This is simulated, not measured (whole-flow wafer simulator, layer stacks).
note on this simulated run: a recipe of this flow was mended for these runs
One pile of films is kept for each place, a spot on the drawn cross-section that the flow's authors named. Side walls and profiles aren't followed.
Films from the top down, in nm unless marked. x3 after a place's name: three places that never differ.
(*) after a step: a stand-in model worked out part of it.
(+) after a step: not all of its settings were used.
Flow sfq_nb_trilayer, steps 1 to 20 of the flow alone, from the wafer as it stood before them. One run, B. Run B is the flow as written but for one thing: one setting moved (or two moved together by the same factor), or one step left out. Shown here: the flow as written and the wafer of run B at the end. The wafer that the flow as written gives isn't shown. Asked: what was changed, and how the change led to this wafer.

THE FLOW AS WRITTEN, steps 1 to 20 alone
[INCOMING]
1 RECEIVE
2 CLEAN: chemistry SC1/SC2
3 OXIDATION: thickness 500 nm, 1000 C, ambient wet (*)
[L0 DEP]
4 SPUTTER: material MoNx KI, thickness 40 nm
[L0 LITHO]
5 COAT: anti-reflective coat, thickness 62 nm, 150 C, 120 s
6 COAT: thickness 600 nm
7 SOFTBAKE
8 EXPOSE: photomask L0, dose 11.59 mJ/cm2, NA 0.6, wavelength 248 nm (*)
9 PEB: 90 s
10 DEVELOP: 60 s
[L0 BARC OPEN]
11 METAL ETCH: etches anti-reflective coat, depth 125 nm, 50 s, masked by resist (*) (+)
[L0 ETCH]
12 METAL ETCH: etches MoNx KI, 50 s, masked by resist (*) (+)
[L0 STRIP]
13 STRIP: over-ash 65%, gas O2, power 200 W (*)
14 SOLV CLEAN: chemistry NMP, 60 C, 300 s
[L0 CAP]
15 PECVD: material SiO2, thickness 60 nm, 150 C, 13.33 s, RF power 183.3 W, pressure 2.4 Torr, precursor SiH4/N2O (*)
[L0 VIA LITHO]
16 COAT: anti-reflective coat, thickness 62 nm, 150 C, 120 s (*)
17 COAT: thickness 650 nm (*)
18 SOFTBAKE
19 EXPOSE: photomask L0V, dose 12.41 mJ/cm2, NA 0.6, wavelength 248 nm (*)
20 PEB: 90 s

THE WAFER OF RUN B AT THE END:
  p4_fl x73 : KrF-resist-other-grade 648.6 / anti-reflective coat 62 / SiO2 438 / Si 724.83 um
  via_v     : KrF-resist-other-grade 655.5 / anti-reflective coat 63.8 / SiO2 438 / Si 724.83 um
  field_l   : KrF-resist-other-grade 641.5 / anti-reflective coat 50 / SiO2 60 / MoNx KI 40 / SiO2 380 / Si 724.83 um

The cause: step 3, OXIDATION: thickness 380 nm was run, where the flow has thickness 500 nm.
It can be read off the wafer: field_l has SiO2 380, and step 3 as written asks for 500 nm.

How the change led to this, step by step:
  3 OXIDATION: thickness 500 nm, 1000 C, ambient wet (*)
      field_l, v_sur, via_wl and 103 more: SiO2 +380 (new film), chemical SiO2 -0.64 (all of it), Si -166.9 (as written it would be: SiO2 +500 (new film), chemical SiO2 -0.64 (all of it), Si -219.7)
